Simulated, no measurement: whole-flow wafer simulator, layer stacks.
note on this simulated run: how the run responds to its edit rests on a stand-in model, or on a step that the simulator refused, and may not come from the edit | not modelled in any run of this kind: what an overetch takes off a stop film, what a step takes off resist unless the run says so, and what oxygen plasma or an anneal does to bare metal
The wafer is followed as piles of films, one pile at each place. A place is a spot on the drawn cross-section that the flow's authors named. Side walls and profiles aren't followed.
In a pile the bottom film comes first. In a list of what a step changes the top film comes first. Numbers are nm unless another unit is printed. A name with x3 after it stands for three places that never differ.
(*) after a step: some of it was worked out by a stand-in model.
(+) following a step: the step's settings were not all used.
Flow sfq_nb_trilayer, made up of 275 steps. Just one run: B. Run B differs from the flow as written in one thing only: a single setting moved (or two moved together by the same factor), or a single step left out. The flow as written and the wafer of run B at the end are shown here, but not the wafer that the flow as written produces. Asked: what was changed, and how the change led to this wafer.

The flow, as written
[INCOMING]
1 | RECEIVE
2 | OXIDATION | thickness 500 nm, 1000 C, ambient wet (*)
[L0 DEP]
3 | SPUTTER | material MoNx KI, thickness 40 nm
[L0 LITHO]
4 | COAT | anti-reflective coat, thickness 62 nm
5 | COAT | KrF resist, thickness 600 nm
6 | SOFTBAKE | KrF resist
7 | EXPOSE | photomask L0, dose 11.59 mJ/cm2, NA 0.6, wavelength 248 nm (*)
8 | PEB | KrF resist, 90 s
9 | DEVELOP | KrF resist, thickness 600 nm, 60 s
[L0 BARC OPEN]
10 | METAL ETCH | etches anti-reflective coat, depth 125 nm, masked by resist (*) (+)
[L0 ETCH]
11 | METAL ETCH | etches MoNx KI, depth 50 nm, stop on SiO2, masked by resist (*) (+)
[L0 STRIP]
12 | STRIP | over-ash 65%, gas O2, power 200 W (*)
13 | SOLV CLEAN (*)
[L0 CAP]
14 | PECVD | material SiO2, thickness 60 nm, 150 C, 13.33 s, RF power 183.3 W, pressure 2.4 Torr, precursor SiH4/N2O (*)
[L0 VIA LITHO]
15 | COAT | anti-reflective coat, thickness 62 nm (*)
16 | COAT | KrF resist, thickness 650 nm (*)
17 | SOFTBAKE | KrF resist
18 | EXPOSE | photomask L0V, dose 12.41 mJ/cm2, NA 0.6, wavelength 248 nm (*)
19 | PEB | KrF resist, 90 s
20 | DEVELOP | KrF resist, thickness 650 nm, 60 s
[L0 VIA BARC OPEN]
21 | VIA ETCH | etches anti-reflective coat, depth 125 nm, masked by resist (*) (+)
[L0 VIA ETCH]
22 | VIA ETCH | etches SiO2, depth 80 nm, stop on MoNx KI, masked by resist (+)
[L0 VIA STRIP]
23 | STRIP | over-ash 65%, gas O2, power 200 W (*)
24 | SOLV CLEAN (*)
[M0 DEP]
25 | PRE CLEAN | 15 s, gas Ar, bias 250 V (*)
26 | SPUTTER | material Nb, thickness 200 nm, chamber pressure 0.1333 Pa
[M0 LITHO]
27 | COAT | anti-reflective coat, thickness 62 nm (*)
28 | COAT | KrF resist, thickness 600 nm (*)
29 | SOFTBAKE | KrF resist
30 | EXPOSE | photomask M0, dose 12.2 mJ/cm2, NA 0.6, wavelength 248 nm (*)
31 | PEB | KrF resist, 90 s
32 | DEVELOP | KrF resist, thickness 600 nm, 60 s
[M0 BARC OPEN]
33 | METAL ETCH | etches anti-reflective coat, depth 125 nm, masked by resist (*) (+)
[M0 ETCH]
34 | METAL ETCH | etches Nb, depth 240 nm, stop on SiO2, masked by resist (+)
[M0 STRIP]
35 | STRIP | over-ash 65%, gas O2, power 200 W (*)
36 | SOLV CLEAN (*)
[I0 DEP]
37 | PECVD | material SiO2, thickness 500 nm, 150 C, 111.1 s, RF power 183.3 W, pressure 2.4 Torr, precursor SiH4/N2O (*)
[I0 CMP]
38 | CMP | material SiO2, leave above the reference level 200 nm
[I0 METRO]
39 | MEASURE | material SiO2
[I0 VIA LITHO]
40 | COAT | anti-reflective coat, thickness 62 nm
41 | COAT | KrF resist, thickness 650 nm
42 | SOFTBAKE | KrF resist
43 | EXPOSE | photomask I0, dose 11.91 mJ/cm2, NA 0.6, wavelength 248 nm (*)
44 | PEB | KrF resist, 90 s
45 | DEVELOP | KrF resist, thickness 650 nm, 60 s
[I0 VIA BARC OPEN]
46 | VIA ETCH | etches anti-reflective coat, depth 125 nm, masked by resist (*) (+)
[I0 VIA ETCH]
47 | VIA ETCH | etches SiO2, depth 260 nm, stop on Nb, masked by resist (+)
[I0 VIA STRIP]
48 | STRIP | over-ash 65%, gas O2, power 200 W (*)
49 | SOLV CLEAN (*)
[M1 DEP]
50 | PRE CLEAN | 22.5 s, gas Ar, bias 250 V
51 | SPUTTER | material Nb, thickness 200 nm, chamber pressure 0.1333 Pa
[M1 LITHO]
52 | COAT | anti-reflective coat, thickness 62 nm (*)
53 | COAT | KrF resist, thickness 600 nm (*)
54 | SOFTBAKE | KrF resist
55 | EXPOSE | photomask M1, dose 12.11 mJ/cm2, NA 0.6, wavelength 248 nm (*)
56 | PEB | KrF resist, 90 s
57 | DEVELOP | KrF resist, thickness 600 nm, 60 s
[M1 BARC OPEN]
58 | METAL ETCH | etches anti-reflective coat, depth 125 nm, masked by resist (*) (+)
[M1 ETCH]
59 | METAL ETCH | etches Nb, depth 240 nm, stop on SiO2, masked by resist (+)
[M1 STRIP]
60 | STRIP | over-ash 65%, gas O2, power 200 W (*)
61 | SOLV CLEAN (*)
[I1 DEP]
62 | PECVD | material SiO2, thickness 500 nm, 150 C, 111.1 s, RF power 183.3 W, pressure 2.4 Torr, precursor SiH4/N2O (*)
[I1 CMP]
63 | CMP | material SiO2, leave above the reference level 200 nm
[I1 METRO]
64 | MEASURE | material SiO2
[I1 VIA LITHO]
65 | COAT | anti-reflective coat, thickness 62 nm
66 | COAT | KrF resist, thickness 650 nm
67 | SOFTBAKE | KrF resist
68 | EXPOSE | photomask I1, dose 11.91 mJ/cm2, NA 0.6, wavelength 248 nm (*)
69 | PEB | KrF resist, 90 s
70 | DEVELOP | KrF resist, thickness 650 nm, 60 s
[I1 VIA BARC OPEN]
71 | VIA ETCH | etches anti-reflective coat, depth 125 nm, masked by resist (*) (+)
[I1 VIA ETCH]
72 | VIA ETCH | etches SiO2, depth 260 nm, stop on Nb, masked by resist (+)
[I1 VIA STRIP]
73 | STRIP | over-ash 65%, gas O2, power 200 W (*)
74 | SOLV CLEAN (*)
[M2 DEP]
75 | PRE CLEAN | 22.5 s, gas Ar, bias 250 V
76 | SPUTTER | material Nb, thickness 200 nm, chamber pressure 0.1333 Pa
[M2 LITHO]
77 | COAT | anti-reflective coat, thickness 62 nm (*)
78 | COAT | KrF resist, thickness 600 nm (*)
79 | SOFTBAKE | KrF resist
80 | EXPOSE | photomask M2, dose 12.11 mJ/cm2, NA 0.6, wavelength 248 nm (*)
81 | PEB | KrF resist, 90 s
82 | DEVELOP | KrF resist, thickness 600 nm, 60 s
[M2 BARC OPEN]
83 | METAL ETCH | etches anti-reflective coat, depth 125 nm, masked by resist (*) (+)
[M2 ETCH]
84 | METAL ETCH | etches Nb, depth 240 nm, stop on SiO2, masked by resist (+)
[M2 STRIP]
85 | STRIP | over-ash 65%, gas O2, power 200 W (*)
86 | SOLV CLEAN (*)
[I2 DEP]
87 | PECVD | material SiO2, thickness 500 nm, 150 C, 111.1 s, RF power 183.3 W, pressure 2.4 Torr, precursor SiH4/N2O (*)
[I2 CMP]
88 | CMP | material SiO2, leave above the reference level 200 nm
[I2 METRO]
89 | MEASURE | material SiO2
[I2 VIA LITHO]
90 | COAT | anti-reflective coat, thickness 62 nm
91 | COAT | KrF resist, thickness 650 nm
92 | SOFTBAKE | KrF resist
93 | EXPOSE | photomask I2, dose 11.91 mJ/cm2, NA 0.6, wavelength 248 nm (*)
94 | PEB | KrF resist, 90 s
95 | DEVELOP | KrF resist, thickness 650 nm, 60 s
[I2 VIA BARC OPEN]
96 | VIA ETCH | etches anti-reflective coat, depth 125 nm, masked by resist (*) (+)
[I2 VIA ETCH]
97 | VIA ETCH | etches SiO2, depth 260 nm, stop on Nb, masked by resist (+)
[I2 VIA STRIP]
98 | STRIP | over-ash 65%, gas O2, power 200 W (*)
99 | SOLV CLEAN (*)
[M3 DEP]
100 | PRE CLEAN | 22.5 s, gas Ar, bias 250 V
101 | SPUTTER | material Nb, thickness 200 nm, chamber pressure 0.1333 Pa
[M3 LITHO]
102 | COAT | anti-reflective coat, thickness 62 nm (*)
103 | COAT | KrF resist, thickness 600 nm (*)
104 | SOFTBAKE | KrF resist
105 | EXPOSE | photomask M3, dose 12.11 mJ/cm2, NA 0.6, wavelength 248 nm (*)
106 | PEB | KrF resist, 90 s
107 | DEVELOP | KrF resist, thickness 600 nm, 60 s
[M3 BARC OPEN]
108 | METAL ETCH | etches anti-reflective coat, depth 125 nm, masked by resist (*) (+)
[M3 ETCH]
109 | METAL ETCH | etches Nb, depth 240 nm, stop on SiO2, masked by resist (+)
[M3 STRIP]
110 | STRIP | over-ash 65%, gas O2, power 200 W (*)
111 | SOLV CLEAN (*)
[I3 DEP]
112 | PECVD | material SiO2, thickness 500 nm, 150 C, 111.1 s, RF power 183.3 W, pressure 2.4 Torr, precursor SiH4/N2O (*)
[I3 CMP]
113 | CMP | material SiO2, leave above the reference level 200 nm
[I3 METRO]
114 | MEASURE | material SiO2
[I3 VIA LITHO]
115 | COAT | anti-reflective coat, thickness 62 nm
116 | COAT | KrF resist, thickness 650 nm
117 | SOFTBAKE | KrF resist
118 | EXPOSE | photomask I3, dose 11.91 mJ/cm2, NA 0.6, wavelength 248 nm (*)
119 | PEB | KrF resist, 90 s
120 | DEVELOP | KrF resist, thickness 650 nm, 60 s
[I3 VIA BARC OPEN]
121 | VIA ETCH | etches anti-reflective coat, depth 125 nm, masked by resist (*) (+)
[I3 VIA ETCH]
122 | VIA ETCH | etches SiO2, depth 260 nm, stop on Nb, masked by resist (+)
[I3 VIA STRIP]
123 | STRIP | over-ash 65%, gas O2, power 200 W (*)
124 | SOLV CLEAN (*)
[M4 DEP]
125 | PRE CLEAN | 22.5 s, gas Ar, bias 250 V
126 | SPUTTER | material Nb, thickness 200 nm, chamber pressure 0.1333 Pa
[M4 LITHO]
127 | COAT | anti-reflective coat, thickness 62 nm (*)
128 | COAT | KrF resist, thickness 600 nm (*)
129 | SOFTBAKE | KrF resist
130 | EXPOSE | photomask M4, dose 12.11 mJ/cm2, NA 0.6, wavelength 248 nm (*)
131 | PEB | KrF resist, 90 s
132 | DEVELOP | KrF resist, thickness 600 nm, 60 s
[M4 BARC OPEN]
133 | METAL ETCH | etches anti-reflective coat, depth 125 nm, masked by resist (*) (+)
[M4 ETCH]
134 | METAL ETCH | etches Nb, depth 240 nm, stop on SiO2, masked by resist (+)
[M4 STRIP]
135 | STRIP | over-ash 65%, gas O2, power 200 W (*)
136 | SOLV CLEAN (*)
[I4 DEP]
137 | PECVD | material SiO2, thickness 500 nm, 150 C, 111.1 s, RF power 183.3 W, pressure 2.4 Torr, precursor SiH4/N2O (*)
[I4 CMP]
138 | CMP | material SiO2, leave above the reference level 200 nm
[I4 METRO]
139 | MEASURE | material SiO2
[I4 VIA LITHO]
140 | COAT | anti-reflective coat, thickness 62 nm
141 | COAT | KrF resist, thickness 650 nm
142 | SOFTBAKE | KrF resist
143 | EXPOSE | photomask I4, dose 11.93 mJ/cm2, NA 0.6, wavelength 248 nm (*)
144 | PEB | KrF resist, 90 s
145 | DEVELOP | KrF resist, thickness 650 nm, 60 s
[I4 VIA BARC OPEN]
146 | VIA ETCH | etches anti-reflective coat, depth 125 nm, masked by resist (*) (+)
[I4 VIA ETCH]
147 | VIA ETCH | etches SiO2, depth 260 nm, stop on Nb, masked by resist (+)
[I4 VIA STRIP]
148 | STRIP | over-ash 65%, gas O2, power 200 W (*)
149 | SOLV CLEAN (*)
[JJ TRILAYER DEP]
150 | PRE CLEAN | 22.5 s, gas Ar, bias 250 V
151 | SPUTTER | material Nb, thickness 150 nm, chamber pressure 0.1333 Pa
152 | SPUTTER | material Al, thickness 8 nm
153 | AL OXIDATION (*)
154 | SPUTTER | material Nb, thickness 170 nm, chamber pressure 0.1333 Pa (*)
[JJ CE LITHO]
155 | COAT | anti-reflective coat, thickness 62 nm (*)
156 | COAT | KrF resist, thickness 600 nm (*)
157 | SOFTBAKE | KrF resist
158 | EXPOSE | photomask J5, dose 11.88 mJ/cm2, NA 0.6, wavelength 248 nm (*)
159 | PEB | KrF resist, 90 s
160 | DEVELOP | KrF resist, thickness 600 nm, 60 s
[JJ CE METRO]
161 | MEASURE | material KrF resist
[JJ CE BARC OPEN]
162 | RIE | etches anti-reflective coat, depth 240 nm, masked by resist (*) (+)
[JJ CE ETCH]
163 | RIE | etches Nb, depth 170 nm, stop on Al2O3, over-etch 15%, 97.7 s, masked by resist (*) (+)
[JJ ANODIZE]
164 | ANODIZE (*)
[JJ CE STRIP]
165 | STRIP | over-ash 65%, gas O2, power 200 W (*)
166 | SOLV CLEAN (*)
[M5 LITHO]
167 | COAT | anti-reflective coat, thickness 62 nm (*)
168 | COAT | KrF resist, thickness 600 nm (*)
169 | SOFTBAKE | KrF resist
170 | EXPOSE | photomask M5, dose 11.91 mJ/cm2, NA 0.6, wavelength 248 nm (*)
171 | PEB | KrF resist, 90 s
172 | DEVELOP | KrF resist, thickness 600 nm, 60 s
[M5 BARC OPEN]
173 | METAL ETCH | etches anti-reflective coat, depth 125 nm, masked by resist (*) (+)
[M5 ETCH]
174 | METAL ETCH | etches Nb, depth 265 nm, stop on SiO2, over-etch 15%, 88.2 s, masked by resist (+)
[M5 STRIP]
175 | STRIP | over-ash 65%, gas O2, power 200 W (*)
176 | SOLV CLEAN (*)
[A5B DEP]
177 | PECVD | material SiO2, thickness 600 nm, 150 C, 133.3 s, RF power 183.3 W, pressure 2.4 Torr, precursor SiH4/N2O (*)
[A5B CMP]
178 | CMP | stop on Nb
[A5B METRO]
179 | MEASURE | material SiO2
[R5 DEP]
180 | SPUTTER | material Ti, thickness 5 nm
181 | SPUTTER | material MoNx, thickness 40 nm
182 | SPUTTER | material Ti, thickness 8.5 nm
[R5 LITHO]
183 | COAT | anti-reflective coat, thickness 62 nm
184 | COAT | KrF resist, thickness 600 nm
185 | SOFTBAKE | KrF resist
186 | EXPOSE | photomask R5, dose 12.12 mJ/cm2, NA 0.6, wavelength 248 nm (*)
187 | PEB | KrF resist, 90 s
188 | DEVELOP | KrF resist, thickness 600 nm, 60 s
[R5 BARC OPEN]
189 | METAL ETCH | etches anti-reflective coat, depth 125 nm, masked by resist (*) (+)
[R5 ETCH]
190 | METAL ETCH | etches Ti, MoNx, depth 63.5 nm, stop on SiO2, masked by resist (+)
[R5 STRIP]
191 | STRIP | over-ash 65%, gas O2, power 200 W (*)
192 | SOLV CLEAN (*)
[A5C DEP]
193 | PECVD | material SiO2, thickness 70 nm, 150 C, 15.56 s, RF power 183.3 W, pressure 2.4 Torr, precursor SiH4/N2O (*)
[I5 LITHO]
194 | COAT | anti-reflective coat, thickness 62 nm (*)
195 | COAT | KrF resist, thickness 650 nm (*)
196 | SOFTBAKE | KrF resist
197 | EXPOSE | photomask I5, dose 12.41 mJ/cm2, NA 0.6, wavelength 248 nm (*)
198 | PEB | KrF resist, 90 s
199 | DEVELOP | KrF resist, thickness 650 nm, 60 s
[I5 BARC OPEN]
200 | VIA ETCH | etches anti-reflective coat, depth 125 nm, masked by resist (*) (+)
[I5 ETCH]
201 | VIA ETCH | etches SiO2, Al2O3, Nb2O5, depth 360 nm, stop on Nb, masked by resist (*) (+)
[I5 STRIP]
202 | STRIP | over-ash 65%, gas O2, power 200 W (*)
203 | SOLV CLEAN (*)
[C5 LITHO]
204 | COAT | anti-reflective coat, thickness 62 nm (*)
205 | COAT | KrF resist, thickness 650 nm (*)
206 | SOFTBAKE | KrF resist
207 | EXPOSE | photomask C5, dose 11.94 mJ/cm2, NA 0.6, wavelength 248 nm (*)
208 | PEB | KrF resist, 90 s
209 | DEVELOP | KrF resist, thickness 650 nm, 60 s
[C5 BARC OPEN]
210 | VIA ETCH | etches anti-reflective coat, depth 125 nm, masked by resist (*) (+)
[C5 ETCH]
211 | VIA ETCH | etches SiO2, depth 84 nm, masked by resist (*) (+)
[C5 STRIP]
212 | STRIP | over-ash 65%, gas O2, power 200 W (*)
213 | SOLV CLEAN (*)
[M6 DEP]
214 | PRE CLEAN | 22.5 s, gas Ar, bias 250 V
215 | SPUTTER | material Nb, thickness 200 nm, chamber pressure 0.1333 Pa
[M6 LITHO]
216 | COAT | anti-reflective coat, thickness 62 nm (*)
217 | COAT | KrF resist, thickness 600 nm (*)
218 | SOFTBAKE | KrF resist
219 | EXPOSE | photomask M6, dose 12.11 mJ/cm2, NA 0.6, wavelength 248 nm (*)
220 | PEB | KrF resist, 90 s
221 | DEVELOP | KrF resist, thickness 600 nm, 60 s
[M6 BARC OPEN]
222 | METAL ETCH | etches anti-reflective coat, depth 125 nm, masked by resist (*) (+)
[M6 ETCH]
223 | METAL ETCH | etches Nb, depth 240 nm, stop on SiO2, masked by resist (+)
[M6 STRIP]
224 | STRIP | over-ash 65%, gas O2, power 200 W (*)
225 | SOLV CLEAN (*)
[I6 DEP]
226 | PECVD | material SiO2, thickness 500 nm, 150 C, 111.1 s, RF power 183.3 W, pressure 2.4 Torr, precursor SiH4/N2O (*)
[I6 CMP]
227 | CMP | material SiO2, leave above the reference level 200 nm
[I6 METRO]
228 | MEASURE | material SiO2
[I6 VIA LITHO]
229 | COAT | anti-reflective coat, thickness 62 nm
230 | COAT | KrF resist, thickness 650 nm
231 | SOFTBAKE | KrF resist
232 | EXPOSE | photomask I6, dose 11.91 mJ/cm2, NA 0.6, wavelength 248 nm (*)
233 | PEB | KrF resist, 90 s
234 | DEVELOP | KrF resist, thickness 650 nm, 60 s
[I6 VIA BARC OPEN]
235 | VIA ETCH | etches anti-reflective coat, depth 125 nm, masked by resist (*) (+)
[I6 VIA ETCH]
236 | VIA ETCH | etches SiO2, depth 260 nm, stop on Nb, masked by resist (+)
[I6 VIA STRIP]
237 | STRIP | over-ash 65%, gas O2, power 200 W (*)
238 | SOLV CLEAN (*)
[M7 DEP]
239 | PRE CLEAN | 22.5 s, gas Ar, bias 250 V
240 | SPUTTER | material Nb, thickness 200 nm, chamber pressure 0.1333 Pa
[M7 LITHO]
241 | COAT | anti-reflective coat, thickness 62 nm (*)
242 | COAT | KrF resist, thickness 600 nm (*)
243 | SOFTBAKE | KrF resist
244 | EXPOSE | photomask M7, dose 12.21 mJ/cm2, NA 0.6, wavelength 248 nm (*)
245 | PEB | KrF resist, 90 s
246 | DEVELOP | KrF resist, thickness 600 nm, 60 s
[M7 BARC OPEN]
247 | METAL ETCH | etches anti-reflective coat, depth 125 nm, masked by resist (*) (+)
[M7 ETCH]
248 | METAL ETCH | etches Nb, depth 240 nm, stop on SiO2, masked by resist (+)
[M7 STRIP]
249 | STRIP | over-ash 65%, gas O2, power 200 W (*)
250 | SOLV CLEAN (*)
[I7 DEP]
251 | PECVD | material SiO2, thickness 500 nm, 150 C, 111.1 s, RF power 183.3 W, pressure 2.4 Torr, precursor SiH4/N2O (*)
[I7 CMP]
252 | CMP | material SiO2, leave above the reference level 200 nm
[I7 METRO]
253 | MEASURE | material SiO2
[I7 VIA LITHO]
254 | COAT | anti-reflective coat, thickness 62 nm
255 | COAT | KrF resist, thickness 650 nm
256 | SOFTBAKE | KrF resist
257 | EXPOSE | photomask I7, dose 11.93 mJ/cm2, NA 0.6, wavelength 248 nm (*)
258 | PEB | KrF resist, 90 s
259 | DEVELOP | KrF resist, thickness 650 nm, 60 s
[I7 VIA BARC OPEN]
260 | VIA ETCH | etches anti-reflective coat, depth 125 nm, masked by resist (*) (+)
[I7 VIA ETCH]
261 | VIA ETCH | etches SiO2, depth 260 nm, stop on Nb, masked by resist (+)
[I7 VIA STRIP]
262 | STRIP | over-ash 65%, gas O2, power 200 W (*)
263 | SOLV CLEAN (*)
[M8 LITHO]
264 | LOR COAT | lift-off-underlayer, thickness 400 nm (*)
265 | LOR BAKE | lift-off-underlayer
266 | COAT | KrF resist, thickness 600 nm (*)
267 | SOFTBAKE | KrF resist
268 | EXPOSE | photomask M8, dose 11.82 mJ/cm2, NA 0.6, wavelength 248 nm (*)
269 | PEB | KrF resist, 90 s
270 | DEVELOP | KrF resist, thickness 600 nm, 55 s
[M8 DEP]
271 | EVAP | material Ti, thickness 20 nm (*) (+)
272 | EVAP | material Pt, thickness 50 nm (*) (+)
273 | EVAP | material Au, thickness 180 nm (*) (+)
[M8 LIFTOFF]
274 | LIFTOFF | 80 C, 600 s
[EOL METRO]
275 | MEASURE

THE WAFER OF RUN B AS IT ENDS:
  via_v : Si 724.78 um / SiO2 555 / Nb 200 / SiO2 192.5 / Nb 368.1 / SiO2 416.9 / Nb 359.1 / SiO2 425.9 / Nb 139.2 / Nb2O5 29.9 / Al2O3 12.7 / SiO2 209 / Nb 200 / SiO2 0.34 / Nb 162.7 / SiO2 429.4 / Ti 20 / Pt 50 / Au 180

The reason: step 236, VIA ETCH: depth 192 nm was run, while the flow as written has depth 260 nm.

How this came from the change, step by step:
  236 | VIA ETCH | etches SiO2, depth 260 nm, stop on Nb, masked by resist (+)
      via_v: -192 SiO2 (in the flow as written it would be: -199.8 SiO2 (all of it))
      field_l, v_sur, via_wl and 102 more: -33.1 KrF resist (in the flow as written it would be: -44.8 KrF resist)
  237 | STRIP | over-ash 65%, gas O2, power 200 W (*)
      field_l, v_sur, via_wl and 102 more: -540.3 KrF resist (all of it), -62 anti-reflective coat (all of it) (in the flow as written it would be: -528.6 KrF resist (all of it), -62 anti-reflective coat (all of it))
  239 | PRE CLEAN | 22.5 s, gas Ar, bias 250 V
      via_v: -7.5 SiO2 (in the flow as written it would be: -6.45 Nb)
  240 | SPUTTER | material Nb, thickness 200 nm, chamber pressure 0.1333 Pa
      via_v: +162.7 Nb (new film) (in the flow as written it would be: +161.1 Nb)
  241 | COAT | anti-reflective coat, thickness 62 nm (*)
      via_sp: +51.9 anti-reflective coat (new film) (in the flow as written it would be: +53.1 anti-reflective coat (new film))
      via_v: +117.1 anti-reflective coat (new film) (in the flow as written it would be: +126 anti-reflective coat (new film))
      (and at 1 other place as well)
  249 | STRIP | over-ash 65%, gas O2, power 200 W (*)
      via_sp: -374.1 KrF resist (all of it), -51.9 anti-reflective coat (all of it) (in the flow as written it would be: -373.6 KrF resist (all of it), -53.1 anti-reflective coat (all of it))
      via_v: -524.2 KrF resist (all of it), -117.1 anti-reflective coat (all of it) (in the flow as written it would be: -524.5 KrF resist (all of it), -126 anti-reflective coat (all of it))
      (and at 1 other place as well)
  251 | PECVD | material SiO2, thickness 500 nm, 150 C, 111.1 s, RF power 183.3 W, pressure 2.4 Torr, precursor SiH4/N2O (*)
      via_v: +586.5 SiO2 (new film) (in the flow as written it would be: +621 SiO2 (new film))
  252 | CMP | material SiO2, leave above the reference level 200 nm
      via_v: -157.1 SiO2 (in the flow as written it would be: -183.1 SiO2)
If metal films that touch count as one body, via_v has 7 bodies (between them, from the top down: SiO2 429.4; SiO2 0.34; SiO2 209 / Al2O3 12.7 / Nb2O5 29.9; SiO2 425.9; SiO2 416.9; SiO2 192.5); the flow as written gives 6 bodies (between them, from the top down: SiO2 437.8; SiO2 209 / Al2O3 12.7 / Nb2O5 29.9; SiO2 425.9; SiO2 416.9; SiO2 192.5).
